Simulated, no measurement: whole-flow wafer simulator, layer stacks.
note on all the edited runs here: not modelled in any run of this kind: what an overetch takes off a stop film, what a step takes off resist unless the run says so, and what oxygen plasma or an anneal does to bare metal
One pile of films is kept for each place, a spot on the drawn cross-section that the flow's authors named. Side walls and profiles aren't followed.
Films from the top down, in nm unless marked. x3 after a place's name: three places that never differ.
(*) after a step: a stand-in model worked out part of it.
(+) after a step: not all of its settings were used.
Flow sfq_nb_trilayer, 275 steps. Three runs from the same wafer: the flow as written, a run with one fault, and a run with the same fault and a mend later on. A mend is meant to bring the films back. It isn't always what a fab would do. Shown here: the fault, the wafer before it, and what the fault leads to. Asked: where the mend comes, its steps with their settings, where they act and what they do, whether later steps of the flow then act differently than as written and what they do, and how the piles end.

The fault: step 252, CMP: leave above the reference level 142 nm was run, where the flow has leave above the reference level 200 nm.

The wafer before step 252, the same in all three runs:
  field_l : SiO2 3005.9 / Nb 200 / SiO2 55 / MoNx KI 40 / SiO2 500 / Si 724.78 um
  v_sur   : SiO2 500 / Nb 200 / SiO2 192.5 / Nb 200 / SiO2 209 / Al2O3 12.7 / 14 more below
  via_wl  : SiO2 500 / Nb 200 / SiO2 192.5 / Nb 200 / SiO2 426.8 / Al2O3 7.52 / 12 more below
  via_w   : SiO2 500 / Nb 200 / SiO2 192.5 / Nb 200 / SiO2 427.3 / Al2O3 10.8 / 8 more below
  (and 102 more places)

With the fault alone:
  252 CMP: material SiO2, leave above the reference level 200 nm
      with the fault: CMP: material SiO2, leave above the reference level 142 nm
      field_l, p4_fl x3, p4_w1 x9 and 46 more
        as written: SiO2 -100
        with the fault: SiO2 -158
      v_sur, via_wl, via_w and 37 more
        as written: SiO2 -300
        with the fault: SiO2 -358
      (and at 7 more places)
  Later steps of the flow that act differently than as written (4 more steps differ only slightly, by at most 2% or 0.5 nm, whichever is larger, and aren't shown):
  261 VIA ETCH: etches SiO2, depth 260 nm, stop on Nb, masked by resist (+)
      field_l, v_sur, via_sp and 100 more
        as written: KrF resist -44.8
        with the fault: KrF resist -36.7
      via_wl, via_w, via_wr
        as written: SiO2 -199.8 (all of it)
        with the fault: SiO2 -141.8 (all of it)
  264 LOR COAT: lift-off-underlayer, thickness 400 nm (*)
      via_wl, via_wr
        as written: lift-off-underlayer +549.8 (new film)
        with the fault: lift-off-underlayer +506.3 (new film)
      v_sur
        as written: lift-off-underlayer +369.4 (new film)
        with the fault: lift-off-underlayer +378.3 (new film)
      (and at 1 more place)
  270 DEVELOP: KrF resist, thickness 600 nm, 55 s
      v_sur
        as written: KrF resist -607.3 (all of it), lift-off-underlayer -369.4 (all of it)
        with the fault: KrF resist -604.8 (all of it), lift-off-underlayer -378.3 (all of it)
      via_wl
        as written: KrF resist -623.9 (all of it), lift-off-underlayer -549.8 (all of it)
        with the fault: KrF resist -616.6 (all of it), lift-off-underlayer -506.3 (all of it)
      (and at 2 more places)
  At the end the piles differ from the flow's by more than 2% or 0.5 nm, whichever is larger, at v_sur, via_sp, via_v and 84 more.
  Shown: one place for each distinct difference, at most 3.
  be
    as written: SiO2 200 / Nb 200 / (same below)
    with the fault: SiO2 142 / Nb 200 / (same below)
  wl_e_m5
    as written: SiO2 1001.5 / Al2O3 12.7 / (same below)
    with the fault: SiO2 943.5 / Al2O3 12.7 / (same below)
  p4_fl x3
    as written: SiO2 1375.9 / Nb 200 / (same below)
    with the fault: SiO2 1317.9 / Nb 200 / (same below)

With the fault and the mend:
  The mend comes after step 259.
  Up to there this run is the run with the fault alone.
  259a STRIP: over-ash 65%, gas O2, power 200 W (*)
      field_l, v_sur, via_sp and 100 more
        KrF resist -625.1 (all of it), anti-reflective coat -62 (all of it)
      via_wl, via_w, via_wr
        anti-reflective coat -62 (all of it)
  259b PECVD: material SiO2, thickness 58 nm, 150 C, 12.89 s, RF power 183.3 W, pressure 2.4 Torr, precursor SiH4/N2O (the flow's step 251 once more, with other settings)
      field_l, v_sur, via_wl and 103 more
        SiO2 +58
  259c COAT: anti-reflective coat, thickness 62 nm (the flow's step 254 once more)
      field_l, v_sur, via_wl and 103 more
        anti-reflective coat +62 (new film)
  259d COAT: KrF resist, thickness 650 nm (the flow's step 255 once more)
      field_l, v_sur, via_wl and 103 more
        KrF resist +650 (new film)
  259e SOFTBAKE: KrF resist (the flow's step 256 once more)
      changes no film at any place that is followed
  259f EXPOSE: photomask I7, dose 11.93 mJ/cm2, NA 0.6, wavelength 248 nm (*) (the flow's step 257 once more)
      changes no film at any place that is followed
  259g PEB: KrF resist, 90 s (the flow's step 258 once more)
      field_l, v_sur, via_wl and 103 more
        KrF resist -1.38
  259h DEVELOP: KrF resist, thickness 650 nm, 60 s (the flow's step 259 once more)
      field_l, v_sur, via_sp and 100 more
        KrF resist -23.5
      via_wl, via_w, via_wr
        KrF resist -648.6 (all of it)
  No later step of the flow acts differently than as written at any place that is followed.
  At the end the piles are the same as the flow's at every place that both follow.
